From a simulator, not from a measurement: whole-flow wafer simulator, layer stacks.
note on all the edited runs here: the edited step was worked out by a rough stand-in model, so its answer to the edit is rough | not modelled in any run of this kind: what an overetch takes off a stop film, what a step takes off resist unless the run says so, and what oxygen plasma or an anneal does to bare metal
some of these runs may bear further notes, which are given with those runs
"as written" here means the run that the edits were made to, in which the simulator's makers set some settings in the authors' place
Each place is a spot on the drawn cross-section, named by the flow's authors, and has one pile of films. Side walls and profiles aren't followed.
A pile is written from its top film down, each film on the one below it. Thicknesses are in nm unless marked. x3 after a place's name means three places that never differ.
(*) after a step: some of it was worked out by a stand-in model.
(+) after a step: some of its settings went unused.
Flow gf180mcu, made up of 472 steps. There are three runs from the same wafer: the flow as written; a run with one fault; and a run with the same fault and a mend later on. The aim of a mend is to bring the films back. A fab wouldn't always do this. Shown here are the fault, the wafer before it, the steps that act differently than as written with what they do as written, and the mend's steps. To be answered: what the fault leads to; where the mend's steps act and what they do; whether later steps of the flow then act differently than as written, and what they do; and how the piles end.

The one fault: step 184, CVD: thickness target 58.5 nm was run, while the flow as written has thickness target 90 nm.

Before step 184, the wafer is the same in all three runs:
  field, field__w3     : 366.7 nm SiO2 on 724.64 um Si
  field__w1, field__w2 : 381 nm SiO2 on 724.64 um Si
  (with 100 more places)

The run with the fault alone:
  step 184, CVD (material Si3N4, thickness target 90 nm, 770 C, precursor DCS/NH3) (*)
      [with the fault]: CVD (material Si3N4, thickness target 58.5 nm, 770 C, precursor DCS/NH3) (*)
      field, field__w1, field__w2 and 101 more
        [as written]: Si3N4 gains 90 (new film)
        [with the fault]: Si3N4 gains 58.5 (new film)
  Steps later in the flow that act otherwise than as written (not shown: 5 more steps that differ only slightly, by at most 2% or 0.5 nm, whichever is larger):
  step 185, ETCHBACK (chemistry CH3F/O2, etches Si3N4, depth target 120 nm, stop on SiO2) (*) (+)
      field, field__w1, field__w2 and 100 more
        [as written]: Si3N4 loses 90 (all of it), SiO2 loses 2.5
        [with the fault]: Si3N4 loses 58.5 (all of it), SiO2 loses 5.12
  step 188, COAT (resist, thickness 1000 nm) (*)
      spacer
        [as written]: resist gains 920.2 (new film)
        [with the fault]: resist gains 948.9 (new film)
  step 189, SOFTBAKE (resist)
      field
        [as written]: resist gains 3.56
        [with the fault]: resist loses 0.34
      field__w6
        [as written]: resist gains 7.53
        [with the fault]: resist gains 6.95
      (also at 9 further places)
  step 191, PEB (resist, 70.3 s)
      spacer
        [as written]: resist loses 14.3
        [with the fault]: resist loses 14.9
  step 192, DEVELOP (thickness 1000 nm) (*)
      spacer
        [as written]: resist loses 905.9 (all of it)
        [with the fault]: resist loses 934 (all of it)
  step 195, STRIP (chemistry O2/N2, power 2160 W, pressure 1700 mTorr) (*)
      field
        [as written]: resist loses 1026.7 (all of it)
        [with the fault]: resist loses 1005.8 (all of it)
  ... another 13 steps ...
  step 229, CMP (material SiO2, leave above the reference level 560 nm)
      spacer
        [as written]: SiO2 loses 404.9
        [with the fault]: SiO2 loses 373.4
  By the end, the piles at spacer, active_nat, ld_sd_n, ld_drn_n, ld_sd_p, ld_drn_p depart from the flow's by more than 2% or 0.5 nm, whichever is larger.
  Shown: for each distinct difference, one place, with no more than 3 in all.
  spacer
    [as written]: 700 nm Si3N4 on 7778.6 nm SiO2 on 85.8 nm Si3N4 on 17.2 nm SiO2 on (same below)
    [with the fault]: 700 nm Si3N4 on 7810.1 nm SiO2 on 54.3 nm Si3N4 on 17.2 nm SiO2 on (same below)
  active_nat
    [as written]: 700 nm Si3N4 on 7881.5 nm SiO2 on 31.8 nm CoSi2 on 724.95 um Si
    [with the fault]: 700 nm Si3N4 on 7881.6 nm SiO2 on 32.5 nm CoSi2 on 724.95 um Si
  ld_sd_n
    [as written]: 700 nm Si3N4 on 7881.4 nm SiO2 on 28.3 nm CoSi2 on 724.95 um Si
    [with the fault]: 700 nm Si3N4 on 7881.5 nm SiO2 on 29.8 nm CoSi2 on 724.95 um Si

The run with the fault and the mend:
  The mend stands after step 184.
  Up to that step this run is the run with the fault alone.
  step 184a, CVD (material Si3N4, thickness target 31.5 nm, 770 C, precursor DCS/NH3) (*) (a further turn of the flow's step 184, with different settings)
      field, field__w1, field__w2 and 101 more
        Si3N4 gains 31.5
  Every later step of the flow that is run acts as written, at every place that is followed, to within 2% or 0.5 nm, whichever is larger.
  The piles end the same as the flow's at every place that both follow.
